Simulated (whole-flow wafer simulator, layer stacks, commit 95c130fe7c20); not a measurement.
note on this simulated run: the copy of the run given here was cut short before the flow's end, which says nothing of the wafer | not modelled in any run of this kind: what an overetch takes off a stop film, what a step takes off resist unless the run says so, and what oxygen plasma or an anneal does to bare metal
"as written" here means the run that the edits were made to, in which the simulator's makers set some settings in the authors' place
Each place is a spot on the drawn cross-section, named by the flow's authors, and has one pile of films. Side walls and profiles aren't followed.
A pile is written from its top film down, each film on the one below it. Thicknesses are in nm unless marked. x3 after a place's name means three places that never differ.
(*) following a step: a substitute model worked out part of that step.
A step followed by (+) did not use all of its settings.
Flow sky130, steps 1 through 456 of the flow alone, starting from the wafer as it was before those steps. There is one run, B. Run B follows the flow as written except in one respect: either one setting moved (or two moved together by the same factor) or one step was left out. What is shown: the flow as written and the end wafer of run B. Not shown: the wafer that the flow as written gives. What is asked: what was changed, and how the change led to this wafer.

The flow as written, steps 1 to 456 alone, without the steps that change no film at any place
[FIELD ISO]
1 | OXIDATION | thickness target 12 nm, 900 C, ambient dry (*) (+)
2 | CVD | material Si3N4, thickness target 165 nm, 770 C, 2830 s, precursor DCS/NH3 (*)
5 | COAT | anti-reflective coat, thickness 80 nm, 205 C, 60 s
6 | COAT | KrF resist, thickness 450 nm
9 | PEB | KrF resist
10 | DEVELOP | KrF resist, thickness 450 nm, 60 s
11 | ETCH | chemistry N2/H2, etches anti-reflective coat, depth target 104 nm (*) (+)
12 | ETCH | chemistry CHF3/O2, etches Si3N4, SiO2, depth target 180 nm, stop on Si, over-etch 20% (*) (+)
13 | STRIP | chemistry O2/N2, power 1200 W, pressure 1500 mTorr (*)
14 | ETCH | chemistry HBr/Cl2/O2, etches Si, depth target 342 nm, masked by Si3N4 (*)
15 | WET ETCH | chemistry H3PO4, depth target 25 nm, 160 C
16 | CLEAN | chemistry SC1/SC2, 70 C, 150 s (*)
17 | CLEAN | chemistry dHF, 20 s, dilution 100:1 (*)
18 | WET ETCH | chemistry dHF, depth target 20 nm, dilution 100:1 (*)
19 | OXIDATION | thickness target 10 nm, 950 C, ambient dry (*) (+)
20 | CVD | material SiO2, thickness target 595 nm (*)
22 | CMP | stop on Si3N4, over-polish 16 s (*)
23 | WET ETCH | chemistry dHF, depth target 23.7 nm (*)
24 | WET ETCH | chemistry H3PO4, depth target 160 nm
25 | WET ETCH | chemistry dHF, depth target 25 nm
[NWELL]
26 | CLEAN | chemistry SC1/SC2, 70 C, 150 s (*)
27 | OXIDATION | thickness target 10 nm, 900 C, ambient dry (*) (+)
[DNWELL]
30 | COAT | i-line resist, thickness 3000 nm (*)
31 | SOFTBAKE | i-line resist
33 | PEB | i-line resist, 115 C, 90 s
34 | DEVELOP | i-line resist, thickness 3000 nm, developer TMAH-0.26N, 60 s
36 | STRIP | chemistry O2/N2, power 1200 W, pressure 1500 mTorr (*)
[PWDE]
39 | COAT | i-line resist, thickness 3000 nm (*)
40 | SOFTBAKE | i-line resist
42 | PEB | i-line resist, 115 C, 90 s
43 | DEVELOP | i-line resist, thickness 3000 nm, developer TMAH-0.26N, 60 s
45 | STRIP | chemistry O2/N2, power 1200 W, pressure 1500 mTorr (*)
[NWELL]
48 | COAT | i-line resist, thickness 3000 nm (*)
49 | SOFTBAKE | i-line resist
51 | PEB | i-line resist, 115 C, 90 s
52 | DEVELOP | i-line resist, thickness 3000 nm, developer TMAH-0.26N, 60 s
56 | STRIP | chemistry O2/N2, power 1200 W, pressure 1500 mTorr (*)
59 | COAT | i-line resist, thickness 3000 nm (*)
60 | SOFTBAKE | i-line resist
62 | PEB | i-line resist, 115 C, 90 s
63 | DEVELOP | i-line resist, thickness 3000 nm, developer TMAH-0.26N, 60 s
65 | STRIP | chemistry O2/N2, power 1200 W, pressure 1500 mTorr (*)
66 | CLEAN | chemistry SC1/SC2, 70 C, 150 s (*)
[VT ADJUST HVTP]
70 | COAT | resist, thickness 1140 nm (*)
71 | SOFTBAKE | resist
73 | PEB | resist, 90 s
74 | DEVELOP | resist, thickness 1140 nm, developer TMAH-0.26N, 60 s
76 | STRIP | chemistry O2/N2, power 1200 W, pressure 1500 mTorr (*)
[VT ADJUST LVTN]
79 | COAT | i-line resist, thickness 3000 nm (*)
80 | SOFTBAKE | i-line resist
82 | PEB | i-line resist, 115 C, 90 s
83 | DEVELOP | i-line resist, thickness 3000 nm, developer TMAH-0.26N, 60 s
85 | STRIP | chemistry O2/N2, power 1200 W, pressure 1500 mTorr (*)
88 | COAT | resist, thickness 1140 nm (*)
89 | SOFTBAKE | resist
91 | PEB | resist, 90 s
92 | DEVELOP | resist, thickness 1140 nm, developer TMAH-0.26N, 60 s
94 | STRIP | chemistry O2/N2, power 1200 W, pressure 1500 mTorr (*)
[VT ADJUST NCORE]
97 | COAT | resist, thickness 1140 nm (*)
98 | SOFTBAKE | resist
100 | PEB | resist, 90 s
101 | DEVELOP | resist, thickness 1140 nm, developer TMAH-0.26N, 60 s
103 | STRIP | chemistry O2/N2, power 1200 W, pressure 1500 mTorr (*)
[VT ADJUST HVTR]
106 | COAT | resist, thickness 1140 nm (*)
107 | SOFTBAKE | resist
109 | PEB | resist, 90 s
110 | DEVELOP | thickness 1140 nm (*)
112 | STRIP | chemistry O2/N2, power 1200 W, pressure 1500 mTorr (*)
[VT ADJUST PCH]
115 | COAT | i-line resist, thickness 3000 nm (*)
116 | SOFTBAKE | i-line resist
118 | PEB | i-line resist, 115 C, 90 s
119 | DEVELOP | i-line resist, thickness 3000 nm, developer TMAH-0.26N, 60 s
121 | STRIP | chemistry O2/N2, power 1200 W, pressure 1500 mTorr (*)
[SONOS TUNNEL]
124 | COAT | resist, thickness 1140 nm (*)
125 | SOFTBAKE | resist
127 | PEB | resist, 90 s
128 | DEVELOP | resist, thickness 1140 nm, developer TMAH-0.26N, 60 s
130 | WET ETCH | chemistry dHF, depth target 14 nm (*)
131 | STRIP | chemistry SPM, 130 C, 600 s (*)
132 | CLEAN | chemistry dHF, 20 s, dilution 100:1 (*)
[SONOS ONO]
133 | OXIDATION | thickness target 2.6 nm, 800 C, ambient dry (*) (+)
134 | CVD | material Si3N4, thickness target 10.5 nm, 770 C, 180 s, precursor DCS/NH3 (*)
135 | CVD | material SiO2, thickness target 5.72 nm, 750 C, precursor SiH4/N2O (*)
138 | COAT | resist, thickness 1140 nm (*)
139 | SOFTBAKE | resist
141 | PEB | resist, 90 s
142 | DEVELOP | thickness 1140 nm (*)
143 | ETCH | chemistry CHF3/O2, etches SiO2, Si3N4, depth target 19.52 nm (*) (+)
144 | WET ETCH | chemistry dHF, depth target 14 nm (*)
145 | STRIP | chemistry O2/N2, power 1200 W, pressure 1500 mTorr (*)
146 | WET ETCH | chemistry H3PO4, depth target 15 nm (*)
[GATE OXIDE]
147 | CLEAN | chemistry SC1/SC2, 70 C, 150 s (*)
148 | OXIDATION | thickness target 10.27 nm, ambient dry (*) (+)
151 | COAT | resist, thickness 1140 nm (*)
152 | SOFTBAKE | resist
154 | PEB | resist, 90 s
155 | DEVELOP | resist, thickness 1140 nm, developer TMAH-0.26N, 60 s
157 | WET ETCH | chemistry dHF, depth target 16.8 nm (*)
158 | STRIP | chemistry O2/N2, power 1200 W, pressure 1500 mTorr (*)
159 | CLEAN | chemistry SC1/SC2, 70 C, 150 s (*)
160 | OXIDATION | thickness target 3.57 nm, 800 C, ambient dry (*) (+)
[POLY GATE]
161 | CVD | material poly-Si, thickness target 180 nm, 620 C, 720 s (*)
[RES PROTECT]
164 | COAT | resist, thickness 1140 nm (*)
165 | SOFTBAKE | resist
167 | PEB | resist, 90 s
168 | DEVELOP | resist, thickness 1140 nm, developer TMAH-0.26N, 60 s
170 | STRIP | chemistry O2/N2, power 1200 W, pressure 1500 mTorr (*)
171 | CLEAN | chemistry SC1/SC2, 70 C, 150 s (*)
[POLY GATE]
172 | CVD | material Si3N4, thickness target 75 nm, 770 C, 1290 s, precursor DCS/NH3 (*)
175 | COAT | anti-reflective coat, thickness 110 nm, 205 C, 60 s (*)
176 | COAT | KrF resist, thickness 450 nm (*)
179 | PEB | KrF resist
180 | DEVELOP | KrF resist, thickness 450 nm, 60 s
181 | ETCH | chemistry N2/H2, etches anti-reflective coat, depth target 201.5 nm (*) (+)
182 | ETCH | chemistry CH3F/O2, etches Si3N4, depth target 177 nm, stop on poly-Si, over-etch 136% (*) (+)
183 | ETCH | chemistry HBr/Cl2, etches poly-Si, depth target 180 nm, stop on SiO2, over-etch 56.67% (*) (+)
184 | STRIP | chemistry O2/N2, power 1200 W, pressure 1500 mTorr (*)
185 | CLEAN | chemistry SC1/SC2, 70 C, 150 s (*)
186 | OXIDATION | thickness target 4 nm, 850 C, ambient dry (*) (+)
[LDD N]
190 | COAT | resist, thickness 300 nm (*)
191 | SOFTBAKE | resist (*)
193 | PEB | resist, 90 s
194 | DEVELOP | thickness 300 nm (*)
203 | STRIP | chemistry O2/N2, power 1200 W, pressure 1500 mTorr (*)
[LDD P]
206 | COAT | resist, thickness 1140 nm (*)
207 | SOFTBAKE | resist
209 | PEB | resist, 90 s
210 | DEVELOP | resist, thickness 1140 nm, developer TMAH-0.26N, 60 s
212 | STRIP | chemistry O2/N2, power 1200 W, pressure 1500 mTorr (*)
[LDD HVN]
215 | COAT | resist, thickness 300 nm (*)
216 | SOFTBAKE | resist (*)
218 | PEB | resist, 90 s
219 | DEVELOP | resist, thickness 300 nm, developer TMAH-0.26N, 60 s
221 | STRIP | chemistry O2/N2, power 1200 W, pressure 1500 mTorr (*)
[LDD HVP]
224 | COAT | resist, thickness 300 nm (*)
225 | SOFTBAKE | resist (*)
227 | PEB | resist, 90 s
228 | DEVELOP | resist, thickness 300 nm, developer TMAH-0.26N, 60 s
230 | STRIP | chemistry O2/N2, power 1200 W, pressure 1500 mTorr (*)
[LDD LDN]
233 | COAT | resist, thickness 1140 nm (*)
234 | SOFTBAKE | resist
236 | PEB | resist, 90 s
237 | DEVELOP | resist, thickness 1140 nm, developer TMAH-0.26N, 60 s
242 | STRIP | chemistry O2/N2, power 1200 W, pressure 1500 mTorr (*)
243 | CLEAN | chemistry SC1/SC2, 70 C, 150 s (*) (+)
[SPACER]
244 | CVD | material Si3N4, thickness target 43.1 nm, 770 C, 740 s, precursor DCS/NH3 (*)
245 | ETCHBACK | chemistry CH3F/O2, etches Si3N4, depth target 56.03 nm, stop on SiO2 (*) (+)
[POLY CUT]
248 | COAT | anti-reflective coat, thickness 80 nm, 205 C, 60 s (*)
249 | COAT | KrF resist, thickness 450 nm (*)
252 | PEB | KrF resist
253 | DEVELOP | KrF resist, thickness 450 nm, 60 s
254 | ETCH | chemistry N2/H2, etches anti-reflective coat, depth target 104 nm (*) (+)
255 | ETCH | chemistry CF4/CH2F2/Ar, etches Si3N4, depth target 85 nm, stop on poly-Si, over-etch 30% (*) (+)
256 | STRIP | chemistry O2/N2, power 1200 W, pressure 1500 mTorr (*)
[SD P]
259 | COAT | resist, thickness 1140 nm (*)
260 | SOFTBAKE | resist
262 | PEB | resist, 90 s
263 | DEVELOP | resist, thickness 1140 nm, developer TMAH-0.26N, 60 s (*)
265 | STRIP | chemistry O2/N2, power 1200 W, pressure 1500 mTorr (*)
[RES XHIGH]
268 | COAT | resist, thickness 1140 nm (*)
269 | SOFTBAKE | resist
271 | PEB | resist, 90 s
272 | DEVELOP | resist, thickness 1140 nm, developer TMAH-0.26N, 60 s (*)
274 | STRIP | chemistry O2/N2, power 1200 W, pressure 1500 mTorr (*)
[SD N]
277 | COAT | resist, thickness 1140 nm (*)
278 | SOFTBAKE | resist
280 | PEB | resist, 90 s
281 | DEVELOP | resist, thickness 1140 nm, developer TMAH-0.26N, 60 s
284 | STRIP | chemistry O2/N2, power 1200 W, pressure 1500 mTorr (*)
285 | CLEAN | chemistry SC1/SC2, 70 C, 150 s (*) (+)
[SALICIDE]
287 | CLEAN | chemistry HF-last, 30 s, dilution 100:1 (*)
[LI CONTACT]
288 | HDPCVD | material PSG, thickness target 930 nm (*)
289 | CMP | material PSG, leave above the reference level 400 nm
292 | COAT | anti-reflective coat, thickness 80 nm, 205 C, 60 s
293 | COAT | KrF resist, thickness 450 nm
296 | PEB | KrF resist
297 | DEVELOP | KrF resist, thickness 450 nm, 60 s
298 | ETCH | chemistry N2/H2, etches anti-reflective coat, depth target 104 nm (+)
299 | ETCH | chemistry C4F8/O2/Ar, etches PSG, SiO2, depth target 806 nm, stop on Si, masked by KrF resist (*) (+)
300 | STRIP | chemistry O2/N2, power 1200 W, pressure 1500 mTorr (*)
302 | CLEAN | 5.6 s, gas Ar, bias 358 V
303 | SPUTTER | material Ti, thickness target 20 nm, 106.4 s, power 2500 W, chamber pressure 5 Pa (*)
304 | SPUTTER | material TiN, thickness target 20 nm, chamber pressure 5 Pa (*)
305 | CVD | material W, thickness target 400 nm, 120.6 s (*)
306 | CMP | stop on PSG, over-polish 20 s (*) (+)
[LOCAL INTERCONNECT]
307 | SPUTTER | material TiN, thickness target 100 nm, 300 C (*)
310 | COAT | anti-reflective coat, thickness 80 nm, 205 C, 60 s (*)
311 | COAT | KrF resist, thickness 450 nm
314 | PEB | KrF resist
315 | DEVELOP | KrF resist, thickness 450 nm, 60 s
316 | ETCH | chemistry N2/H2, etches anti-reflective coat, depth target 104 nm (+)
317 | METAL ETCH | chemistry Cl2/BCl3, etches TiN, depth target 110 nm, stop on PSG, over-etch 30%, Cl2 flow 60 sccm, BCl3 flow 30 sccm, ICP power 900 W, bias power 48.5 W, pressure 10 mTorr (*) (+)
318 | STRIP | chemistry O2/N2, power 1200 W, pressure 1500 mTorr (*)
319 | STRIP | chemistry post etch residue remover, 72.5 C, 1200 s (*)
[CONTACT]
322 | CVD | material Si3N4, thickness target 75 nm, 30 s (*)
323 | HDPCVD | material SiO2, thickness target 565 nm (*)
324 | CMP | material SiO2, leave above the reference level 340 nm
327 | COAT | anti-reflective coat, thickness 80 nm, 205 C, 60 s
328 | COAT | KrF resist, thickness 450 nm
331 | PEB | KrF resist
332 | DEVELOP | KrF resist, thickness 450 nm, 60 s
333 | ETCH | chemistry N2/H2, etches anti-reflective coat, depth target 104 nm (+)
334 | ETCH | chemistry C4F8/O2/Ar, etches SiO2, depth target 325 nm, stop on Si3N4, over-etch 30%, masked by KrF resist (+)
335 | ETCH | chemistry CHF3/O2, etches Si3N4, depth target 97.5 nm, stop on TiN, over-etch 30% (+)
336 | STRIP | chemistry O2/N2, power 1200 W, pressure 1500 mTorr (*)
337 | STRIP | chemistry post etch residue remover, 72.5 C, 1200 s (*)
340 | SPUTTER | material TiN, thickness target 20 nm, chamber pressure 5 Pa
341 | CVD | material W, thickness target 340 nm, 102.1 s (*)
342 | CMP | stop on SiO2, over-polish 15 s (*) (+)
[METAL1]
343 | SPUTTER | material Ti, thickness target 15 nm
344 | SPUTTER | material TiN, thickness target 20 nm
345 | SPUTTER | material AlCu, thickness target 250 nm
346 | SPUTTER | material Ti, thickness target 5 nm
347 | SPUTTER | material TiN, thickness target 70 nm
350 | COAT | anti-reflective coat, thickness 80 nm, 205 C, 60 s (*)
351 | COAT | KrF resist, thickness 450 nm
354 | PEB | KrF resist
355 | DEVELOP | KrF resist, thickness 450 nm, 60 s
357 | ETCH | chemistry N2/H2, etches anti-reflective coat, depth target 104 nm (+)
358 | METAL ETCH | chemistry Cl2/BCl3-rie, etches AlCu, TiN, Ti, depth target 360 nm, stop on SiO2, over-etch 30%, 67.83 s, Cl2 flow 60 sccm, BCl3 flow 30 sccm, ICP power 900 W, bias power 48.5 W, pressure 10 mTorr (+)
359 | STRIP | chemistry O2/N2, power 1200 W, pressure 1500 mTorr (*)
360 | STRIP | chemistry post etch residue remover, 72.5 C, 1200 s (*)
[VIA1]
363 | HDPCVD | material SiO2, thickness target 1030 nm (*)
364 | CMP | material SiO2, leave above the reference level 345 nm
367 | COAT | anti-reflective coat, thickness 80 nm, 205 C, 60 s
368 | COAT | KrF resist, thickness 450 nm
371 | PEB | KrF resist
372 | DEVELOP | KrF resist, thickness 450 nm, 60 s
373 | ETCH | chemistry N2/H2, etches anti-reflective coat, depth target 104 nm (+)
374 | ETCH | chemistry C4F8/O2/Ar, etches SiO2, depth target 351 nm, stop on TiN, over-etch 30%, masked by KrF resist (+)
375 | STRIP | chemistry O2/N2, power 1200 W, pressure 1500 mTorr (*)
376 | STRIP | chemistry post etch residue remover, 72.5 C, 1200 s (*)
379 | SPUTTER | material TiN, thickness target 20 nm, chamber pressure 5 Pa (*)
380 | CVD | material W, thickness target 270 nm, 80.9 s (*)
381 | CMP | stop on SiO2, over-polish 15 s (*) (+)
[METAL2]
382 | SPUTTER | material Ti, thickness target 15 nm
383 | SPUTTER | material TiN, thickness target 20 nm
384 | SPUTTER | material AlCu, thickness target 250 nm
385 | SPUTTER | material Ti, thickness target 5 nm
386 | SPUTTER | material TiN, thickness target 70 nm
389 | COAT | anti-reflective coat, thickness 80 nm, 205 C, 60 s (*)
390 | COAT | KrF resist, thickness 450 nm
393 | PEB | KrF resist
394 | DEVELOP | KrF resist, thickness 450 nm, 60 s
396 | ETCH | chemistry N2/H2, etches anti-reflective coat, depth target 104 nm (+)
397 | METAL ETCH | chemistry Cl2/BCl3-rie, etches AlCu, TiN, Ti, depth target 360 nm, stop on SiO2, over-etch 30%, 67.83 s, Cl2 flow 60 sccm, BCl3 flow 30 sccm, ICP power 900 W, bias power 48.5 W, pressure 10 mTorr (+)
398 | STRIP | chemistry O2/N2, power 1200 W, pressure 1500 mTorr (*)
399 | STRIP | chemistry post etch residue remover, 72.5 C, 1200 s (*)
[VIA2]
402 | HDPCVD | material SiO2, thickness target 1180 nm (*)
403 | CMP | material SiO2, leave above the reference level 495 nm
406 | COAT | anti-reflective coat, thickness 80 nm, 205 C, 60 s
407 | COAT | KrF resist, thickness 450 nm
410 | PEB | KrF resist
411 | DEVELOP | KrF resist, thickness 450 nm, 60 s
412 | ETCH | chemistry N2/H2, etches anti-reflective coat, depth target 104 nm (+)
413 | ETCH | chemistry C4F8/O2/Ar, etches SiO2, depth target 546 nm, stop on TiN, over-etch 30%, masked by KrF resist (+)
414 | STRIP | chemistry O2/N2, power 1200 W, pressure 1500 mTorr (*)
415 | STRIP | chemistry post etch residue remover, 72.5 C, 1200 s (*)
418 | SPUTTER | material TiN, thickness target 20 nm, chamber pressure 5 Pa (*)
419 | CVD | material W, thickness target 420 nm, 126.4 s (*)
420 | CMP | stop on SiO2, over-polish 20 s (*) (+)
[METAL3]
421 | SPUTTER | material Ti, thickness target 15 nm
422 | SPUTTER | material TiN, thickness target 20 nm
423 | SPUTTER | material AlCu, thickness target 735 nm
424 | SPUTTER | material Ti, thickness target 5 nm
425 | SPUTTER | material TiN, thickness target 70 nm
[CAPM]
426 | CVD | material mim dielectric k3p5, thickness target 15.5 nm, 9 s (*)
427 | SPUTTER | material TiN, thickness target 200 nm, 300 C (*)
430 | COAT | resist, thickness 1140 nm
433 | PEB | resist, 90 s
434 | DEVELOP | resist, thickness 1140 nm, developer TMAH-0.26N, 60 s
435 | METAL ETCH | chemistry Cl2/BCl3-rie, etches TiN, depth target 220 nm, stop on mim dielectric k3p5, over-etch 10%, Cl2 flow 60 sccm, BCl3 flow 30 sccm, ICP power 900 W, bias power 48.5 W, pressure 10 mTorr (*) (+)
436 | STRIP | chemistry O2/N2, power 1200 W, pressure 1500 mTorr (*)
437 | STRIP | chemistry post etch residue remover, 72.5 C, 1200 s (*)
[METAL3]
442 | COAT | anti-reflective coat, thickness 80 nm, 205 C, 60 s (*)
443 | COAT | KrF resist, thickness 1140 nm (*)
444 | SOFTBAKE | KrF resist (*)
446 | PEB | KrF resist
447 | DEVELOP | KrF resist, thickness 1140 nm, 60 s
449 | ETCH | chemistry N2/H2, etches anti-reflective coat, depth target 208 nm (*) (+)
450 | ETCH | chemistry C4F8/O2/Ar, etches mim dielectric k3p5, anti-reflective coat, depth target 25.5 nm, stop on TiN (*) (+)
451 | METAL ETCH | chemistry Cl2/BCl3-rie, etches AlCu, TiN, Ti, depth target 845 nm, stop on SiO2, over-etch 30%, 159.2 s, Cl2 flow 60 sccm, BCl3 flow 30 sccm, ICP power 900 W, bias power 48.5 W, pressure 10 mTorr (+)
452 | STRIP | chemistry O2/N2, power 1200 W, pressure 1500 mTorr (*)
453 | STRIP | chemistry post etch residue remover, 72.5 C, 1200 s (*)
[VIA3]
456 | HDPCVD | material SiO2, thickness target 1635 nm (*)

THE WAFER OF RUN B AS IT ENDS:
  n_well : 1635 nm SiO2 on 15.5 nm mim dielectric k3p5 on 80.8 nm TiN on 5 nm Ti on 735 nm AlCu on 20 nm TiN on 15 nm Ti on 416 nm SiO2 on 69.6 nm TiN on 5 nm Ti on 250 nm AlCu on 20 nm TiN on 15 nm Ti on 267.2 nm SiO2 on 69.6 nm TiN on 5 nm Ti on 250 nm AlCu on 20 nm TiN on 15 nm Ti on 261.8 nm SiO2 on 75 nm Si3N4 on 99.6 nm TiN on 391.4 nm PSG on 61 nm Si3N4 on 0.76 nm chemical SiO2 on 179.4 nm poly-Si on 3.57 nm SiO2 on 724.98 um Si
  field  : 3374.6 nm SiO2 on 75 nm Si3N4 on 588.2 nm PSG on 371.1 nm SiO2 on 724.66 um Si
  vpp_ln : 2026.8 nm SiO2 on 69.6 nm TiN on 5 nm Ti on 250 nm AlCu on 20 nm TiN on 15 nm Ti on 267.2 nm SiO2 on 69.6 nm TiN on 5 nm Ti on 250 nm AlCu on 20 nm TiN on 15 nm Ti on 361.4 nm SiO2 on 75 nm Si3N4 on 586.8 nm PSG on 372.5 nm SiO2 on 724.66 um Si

The reason: step 425, SPUTTER: thickness target 80.8 nm was run, while the flow as written has thickness target 70 nm.
The wafer itself shows it: n_well has TiN 80.8, and step 425 as written asks for 70 nm.

Step by step, how the change led to this:
  425 | SPUTTER | material TiN, thickness target 70 nm
      field, active, n_well and 188 more: +80.8 TiN (new film) (as written it would have been: +70 TiN (new film))
  451 | METAL ETCH | chemistry Cl2/BCl3-rie, etches AlCu, TiN, Ti, depth target 845 nm, stop on SiO2, over-etch 30%, 159.2 s, Cl2 flow 60 sccm, BCl3 flow 30 sccm, ICP power 900 W, bias power 48.5 W, pressure 10 mTorr (+)
      field, active, gate and 69 more: -80.8 TiN (all of it), -5 Ti (all of it), -735 AlCu (all of it), -20 TiN (all of it), -15 Ti (all of it), -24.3 SiO2 (as written it would have been: -70 TiN (all of it), -5 Ti (all of it), -735 AlCu (all of it), -20 TiN (all of it), -15 Ti (all of it), -25.4 SiO2)
      vpp_ln, vpp_iso2, ndiff_ln and 10 more: -80.8 TiN (all of it), -5 Ti (all of it), -735 AlCu (all of it), -20 TiN (all of it), -15 Ti (all of it), -24.3 SiO2 (as written it would have been: -70 TiN (all of it), -5 Ti (all of it), -735 AlCu (all of it), -20 TiN (all of it), -15 Ti (all of it), -25.3 SiO2)
